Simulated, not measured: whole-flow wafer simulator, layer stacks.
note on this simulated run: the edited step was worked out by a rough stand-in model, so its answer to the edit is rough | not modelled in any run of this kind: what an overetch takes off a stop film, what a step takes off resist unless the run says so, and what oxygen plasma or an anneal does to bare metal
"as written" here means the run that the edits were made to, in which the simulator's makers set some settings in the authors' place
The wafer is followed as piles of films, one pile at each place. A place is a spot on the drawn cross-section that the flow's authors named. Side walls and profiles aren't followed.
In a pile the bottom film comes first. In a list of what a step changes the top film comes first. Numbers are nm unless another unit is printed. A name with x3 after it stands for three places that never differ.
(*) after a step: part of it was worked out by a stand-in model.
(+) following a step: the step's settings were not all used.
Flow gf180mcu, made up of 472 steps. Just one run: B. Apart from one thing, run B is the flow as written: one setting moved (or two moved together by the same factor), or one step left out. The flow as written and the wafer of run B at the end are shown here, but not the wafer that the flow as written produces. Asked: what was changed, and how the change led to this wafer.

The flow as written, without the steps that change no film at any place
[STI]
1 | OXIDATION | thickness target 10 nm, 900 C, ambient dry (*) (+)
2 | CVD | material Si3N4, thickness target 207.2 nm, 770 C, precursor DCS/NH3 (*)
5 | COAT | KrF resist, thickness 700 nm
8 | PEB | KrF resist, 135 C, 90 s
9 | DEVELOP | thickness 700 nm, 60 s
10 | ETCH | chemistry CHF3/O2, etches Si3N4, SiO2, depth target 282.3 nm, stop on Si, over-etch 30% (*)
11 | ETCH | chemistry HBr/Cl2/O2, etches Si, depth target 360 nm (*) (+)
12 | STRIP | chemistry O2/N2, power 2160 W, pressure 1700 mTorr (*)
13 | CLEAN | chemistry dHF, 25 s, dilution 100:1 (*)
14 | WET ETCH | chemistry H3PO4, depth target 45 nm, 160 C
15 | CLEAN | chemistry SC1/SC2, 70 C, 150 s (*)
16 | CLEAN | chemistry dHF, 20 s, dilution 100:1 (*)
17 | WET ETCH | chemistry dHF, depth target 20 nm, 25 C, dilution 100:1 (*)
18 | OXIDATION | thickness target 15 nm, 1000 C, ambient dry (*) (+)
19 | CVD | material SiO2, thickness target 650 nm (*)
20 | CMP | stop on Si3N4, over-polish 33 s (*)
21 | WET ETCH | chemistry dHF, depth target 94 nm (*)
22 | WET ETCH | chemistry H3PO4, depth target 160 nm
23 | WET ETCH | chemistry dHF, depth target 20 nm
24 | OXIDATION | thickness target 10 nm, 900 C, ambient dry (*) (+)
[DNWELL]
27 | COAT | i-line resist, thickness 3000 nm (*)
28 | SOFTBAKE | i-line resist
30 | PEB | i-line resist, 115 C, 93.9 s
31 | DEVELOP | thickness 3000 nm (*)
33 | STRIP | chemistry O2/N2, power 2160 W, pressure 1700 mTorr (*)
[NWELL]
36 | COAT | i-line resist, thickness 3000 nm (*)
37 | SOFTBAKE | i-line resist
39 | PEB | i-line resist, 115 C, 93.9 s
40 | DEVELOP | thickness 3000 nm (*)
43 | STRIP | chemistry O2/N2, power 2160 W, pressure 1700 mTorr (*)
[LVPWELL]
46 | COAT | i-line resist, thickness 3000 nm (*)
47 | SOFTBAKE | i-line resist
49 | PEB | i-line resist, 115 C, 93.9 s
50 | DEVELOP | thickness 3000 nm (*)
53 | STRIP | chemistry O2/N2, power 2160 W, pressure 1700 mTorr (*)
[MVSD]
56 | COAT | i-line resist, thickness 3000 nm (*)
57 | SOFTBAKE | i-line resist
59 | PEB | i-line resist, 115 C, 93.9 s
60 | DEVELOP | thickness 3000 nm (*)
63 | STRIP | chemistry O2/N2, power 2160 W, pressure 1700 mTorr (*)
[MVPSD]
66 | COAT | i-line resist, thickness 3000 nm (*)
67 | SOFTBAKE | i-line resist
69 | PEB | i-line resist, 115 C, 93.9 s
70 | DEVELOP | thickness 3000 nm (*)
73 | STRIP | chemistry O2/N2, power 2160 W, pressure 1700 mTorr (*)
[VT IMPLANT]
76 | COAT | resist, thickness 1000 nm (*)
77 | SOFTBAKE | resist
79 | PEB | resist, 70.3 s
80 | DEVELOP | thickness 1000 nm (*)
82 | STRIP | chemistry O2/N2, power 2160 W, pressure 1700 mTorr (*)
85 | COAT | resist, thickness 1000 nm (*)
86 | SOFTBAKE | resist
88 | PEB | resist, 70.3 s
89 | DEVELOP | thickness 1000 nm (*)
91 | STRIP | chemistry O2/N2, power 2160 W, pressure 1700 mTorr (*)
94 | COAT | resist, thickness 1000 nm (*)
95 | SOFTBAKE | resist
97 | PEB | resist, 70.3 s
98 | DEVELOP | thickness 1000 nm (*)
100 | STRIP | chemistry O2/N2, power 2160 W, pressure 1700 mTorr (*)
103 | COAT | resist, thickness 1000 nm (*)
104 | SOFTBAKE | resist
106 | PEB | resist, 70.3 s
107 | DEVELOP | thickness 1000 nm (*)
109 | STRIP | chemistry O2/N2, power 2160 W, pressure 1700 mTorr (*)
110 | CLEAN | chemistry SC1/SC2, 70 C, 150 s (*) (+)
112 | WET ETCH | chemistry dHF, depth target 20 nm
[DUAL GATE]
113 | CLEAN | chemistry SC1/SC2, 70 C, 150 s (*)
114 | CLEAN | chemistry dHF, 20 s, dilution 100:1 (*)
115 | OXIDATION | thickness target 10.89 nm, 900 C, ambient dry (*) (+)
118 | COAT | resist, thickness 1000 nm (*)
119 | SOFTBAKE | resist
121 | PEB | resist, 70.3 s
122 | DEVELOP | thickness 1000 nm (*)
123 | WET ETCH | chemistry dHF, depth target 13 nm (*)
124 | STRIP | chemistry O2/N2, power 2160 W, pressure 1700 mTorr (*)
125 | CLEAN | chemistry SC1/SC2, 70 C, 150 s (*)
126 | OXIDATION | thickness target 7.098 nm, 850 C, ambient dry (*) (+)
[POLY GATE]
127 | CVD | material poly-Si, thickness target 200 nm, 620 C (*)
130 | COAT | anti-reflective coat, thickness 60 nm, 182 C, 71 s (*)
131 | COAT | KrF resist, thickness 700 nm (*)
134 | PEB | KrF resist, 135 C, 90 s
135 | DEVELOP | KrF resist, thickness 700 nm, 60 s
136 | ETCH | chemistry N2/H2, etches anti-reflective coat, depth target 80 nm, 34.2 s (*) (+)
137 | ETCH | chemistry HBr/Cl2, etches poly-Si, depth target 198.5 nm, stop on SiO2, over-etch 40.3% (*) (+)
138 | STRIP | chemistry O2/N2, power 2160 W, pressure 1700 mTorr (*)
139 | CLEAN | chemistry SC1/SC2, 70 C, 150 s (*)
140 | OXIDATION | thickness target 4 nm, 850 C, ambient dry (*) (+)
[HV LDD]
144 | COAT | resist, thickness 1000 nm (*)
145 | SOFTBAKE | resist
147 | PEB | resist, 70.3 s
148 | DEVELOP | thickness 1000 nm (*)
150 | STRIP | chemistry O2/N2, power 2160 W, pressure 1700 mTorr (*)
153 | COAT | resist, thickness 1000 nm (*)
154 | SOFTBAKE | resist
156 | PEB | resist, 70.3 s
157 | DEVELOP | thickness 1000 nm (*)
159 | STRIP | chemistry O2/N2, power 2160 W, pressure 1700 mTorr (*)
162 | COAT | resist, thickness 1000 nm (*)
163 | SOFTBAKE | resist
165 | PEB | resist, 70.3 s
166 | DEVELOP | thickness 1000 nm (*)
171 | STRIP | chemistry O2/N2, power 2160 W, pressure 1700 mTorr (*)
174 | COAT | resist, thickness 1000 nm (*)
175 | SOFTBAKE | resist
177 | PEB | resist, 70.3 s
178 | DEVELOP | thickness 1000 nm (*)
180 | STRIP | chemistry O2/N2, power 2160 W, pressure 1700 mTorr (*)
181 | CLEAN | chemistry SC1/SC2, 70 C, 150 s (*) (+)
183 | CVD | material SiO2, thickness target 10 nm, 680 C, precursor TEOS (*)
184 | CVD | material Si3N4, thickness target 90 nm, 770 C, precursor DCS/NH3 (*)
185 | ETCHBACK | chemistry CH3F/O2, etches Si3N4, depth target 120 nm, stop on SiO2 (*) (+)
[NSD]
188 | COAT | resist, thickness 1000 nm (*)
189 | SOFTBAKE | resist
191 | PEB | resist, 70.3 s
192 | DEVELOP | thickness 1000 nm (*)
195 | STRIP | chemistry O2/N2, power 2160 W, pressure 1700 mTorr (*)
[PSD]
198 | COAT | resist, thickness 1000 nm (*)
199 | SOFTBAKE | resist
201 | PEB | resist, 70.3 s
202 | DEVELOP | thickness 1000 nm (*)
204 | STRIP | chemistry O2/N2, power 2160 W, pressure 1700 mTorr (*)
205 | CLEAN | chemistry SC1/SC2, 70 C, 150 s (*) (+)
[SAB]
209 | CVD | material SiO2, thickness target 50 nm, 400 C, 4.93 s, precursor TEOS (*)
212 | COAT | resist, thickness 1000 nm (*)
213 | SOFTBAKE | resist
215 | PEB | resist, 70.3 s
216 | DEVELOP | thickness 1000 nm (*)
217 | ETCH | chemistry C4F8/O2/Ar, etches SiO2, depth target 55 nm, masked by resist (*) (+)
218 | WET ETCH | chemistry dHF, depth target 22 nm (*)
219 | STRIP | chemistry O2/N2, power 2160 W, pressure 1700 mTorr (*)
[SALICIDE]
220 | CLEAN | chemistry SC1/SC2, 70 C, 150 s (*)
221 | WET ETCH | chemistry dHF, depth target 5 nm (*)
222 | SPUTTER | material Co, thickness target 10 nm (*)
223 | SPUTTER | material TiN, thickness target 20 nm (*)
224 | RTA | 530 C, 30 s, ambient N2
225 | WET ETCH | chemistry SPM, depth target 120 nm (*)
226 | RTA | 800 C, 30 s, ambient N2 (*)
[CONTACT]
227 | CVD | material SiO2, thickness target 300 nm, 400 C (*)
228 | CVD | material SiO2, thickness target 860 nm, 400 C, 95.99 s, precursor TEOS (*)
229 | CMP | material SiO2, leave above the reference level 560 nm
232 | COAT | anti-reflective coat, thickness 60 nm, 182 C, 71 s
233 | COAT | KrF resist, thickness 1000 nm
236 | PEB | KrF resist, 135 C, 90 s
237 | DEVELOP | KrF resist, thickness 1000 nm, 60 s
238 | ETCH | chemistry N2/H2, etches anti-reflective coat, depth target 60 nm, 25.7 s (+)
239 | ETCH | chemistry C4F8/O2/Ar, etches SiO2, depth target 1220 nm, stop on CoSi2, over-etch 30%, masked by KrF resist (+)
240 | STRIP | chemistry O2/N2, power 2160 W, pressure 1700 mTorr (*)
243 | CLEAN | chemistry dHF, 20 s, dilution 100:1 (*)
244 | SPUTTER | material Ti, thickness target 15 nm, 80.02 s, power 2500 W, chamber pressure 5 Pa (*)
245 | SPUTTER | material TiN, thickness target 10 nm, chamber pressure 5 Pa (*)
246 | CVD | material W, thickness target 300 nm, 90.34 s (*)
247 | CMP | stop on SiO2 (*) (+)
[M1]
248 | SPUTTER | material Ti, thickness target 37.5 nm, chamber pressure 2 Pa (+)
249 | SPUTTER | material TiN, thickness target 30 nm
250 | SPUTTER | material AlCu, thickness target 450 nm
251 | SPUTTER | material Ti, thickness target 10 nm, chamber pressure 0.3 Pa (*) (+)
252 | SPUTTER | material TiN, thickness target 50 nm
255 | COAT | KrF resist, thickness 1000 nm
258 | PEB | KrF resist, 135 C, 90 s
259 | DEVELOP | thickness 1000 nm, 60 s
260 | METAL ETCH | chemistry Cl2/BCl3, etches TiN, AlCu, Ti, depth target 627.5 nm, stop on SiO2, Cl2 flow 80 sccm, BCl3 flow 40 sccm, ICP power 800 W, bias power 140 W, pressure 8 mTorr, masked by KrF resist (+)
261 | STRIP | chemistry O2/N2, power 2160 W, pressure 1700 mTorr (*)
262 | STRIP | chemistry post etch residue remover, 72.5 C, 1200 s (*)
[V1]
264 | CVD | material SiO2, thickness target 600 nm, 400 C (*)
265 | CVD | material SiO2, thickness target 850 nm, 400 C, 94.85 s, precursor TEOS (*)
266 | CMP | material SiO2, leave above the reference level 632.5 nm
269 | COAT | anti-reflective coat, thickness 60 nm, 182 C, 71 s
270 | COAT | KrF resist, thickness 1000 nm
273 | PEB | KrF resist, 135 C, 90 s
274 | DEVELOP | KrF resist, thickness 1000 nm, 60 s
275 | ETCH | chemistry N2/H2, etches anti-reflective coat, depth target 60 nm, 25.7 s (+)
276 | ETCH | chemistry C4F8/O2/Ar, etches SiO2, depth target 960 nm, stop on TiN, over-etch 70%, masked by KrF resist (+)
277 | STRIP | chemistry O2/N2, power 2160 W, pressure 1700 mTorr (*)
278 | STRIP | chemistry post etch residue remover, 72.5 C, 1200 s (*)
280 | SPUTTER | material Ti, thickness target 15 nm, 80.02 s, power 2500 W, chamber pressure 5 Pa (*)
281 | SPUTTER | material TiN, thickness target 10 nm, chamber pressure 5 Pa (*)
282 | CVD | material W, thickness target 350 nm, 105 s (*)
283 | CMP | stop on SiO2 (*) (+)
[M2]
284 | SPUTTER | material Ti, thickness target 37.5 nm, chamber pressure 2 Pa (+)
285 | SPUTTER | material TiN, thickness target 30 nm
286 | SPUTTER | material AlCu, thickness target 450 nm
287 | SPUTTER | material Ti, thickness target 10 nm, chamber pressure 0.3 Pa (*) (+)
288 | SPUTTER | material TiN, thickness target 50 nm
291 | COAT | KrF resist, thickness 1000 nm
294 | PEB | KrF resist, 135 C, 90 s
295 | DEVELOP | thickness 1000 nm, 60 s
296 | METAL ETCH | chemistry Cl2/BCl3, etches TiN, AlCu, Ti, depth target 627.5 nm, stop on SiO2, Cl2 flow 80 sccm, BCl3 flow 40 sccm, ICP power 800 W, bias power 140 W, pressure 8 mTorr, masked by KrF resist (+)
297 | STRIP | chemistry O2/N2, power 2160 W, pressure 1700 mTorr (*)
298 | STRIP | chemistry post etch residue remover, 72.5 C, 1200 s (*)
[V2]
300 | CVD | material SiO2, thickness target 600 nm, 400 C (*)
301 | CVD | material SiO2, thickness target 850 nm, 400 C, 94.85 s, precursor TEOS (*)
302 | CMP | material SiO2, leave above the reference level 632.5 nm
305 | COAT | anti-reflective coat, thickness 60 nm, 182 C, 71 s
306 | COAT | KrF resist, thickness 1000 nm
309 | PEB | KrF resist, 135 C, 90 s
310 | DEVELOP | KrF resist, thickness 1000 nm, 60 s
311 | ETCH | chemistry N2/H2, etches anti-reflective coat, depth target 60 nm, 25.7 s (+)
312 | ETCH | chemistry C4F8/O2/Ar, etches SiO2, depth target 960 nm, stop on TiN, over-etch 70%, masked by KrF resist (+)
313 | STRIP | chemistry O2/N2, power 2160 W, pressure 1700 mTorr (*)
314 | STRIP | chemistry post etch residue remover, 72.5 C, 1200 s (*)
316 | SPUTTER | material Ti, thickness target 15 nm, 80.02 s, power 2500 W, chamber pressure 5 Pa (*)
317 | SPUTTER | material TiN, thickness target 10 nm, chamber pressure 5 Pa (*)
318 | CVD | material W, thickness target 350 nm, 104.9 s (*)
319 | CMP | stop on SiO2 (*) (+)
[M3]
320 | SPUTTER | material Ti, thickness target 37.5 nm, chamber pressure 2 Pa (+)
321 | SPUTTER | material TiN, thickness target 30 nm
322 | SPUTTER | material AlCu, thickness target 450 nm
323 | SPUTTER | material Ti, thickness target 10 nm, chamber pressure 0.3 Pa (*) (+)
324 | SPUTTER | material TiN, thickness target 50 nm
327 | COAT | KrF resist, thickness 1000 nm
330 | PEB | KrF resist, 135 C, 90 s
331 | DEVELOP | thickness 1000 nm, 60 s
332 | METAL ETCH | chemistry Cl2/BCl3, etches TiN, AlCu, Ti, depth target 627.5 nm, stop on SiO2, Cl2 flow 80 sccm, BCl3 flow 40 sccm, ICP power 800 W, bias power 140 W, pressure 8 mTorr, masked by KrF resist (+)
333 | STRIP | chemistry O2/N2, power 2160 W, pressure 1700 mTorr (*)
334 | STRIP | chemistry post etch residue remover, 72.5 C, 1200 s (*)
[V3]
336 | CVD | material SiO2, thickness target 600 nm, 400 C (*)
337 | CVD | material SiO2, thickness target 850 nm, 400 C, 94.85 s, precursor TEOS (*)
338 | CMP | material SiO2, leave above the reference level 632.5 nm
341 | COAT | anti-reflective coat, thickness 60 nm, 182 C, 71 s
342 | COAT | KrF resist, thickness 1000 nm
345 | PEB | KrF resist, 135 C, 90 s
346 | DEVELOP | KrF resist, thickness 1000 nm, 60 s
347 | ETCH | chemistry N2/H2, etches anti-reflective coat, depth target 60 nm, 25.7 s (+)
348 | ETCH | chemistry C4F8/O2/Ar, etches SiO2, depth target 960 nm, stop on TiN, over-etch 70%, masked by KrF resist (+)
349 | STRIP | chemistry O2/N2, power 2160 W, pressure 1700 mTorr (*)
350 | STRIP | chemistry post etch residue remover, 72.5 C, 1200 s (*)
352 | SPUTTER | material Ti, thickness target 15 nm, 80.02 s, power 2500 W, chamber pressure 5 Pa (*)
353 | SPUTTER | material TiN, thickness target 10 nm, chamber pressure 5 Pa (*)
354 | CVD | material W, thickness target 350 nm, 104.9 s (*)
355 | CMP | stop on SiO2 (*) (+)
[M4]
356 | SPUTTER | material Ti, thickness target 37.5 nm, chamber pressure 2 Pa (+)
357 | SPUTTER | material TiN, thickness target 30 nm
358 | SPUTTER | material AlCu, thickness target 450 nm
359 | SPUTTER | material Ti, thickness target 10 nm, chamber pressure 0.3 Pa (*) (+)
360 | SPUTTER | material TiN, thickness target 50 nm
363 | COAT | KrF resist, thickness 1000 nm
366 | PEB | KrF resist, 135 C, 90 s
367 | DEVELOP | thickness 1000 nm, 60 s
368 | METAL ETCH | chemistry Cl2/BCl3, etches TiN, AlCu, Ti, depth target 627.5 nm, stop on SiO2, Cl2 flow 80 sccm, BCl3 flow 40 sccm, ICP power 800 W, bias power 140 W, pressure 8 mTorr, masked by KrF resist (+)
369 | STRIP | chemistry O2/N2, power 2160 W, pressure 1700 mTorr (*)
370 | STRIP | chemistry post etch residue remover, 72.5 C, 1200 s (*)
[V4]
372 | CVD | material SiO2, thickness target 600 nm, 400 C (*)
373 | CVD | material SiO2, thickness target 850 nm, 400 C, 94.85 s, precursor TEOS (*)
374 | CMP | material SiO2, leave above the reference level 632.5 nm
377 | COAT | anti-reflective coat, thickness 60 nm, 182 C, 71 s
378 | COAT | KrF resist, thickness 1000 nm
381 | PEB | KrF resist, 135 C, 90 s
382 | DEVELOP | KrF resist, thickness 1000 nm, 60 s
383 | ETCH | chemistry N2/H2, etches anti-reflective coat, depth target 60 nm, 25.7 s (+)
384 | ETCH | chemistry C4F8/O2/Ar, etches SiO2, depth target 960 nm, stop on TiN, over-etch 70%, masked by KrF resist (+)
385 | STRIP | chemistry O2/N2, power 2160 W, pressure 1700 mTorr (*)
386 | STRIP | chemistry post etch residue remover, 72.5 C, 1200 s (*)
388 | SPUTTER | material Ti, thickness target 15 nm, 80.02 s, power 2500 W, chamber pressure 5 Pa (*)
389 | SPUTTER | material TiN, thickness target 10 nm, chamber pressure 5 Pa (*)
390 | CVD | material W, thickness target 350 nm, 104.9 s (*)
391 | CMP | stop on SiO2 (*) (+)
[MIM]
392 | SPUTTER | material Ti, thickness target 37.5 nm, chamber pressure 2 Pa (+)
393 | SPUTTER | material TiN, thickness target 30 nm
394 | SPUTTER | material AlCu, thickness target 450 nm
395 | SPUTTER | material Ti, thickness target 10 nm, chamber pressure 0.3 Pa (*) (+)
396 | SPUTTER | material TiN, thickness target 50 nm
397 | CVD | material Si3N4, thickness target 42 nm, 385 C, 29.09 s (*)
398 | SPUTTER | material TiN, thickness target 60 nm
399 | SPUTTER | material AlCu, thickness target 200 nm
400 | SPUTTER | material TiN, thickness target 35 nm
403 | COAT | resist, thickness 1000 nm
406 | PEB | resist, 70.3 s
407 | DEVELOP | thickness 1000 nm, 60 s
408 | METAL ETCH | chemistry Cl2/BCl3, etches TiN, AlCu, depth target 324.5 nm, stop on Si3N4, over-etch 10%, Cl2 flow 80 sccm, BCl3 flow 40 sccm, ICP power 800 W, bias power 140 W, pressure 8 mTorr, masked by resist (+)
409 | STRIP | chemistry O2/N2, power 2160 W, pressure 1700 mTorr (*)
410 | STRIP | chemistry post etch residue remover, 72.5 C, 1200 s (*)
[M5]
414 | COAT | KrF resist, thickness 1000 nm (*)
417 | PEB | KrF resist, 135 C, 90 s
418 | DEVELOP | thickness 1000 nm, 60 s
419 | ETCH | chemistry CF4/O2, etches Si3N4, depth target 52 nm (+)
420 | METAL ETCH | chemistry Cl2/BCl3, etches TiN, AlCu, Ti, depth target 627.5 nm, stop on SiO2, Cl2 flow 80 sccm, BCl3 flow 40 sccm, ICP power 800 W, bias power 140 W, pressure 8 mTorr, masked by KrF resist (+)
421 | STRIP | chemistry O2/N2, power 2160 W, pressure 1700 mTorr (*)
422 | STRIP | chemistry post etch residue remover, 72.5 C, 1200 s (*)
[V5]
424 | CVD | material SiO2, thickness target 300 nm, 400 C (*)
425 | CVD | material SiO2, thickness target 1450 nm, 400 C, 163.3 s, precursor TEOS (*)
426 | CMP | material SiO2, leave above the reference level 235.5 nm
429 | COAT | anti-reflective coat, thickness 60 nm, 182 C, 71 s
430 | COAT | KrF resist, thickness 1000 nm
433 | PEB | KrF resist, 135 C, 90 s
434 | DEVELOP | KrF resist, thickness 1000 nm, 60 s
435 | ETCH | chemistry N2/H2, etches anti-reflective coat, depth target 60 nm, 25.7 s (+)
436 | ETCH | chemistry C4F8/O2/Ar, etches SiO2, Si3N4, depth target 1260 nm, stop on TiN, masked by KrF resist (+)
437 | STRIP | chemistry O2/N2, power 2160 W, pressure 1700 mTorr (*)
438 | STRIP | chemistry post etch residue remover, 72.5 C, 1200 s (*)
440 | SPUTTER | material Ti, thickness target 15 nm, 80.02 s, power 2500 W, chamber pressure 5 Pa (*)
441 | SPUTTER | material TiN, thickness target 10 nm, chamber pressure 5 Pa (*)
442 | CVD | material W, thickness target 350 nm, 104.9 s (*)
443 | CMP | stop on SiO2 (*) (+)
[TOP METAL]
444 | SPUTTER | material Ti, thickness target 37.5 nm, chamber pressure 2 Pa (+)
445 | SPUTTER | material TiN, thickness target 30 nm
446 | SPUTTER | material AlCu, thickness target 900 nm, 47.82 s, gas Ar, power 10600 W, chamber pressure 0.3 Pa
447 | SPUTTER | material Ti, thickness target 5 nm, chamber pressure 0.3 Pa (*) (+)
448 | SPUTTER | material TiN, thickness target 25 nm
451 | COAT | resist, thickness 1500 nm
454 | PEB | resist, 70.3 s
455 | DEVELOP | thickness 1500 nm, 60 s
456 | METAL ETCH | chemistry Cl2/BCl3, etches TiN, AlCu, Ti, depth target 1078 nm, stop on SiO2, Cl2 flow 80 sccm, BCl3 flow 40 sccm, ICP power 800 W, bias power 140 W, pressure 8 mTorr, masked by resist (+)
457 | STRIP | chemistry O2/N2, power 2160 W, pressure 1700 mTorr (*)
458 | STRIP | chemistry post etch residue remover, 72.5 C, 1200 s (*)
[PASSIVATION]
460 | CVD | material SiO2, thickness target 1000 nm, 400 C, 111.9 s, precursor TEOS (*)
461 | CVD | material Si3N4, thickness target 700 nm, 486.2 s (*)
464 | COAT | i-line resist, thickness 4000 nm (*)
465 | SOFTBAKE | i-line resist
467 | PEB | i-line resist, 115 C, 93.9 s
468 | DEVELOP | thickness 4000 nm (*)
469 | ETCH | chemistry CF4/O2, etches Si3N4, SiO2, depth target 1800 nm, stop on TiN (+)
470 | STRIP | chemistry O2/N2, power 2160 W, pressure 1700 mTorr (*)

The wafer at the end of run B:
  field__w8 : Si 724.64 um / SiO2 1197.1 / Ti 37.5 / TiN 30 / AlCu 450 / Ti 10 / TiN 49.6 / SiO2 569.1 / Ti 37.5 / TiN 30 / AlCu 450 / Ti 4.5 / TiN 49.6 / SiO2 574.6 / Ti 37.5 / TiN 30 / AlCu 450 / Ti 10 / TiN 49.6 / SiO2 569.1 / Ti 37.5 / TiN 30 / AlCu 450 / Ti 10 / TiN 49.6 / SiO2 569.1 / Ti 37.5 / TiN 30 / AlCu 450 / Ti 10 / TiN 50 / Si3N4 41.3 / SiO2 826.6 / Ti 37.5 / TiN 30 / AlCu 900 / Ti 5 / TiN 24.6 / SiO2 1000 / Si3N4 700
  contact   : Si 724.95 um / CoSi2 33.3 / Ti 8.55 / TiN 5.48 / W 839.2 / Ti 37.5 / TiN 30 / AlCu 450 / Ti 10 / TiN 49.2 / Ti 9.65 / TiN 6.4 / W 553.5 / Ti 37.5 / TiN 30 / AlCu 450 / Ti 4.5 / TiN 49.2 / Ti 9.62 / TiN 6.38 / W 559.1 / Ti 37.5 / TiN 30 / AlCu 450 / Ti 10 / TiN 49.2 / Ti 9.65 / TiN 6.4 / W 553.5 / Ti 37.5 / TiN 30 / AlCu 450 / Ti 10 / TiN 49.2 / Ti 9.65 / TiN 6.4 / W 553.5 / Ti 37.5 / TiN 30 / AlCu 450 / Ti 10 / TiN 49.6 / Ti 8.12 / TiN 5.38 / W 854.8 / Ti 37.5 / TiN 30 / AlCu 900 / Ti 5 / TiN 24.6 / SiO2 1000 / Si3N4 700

Cause: step 287, SPUTTER: thickness target 4.5 nm was run, while the flow as written has thickness target 10 nm.
One can read it off the wafer: field__w8 has Ti 4.5, and step 287 as written asks for 10 nm.

The path from the change to this, step by step:
  287 | SPUTTER | material Ti, thickness target 10 nm, chamber pressure 0.3 Pa (*) (+)
      field, field__w1, field__w2 and 108 more: +4.5 Ti (new film) (in the flow as written it would be: +10 Ti (new film))
  296 | METAL ETCH | chemistry Cl2/BCl3, etches TiN, AlCu, Ti, depth target 627.5 nm, stop on SiO2, Cl2 flow 80 sccm, BCl3 flow 40 sccm, ICP power 800 W, bias power 140 W, pressure 8 mTorr, masked by KrF resist (+)
      field, field__w1, field__w2 and 103 more: -50 TiN (all of it), -4.5 Ti (all of it), -450 AlCu (all of it), -30 TiN (all of it), -37.5 Ti (all of it) (in the flow as written it would be: -50 TiN (all of it), -10 Ti (all of it), -450 AlCu (all of it), -30 TiN (all of it), -37.5 Ti (all of it))
